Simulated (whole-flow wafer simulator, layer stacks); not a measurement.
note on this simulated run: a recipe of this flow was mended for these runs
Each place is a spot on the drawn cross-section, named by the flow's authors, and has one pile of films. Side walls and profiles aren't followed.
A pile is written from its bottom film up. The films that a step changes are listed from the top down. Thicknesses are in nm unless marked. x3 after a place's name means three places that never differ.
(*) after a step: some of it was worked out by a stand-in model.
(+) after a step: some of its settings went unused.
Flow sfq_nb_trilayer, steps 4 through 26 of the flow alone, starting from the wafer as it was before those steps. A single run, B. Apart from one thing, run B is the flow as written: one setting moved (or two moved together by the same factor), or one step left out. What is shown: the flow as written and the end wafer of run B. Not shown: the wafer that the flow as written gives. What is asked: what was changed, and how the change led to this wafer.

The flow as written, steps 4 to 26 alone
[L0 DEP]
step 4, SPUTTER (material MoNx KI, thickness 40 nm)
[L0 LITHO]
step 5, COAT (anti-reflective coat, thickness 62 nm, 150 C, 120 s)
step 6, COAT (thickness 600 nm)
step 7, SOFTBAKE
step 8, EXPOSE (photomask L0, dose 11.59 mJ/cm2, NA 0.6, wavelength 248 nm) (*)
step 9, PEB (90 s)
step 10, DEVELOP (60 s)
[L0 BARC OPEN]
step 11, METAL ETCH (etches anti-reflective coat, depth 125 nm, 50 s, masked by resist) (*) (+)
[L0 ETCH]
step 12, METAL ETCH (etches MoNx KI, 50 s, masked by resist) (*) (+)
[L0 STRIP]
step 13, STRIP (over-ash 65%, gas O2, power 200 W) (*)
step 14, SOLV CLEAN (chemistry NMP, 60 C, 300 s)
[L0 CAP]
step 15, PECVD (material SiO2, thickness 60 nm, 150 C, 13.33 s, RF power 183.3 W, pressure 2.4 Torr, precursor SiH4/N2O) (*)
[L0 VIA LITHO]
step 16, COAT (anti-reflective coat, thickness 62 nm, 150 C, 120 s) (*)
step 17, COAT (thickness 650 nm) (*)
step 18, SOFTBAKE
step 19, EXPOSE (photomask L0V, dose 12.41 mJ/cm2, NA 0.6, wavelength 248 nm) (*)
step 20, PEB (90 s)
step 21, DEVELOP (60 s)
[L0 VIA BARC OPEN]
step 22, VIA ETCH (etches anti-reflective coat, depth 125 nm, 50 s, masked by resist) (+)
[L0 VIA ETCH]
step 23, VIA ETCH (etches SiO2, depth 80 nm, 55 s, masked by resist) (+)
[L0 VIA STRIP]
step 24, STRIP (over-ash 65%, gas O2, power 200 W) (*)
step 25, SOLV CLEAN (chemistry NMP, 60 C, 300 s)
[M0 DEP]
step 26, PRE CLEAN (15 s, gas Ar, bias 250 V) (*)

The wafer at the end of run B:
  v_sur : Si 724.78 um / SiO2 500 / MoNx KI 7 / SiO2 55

Cause: step 12, METAL ETCH: 33 s was run, while the flow as written has 50 s.

The path from the change to this, step by step:
  step 12, METAL ETCH (etches MoNx KI, 50 s, masked by resist) (*) (+)
      v_sur, via_wl, via_w and 97 more: MoNx KI loses 33 (in the flow as written it would be: MoNx KI loses 40 (all of it), SiO2 loses 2)
      field_l, l0_sur, l0v, l0r_line_l, l0r_line_c, l0r_line_r: KrF-resist-other-grade loses 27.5 (in the flow as written it would be: KrF-resist-other-grade loses 41.7)
  step 13, STRIP (over-ash 65%, gas O2, power 200 W) (*)
      field_l, l0_sur, l0v, l0r_line_l, l0r_line_c, l0r_line_r: KrF-resist-other-grade loses 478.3 (all of it), anti-reflective coat loses 62 (all of it) (in the flow as written it would be: KrF-resist-other-grade loses 464.1 (all of it), anti-reflective coat loses 62 (all of it))
  step 15, PECVD (material SiO2, thickness 60 nm, 150 C, 13.33 s, RF power 183.3 W, pressure 2.4 Torr, precursor SiH4/N2O) (*)
      v_sur, via_wl, via_w and 97 more: SiO2 gains 60 (new film) (in the flow as written it would be: SiO2 gains 60)
  step 16, COAT (anti-reflective coat, thickness 62 nm, 150 C, 120 s) (*)
      field_l: anti-reflective coat gains 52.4 (new film) (in the flow as written it would be: anti-reflective coat gains 50 (new film))
      v_sur: anti-reflective coat gains 74.8 (new film) (in the flow as written it would be: anti-reflective coat gains 78.1 (new film))
      (and at 5 other places as well)
  step 24, STRIP (over-ash 65%, gas O2, power 200 W) (*)
      field_l: KrF-resist-other-grade loses 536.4 (all of it), anti-reflective coat loses 52.4 (all of it) (in the flow as written it would be: KrF-resist-other-grade loses 534.7 (all of it), anti-reflective coat loses 50 (all of it))
      v_sur: KrF-resist-other-grade loses 543.8 (all of it), anti-reflective coat loses 74.8 (all of it) (in the flow as written it would be: KrF-resist-other-grade loses 544.6 (all of it), anti-reflective coat loses 78.1 (all of it))
      (and at 5 other places as well)
Taking metal films that touch as one body, v_sur has 1 body; the flow as written gives 0 bodies.
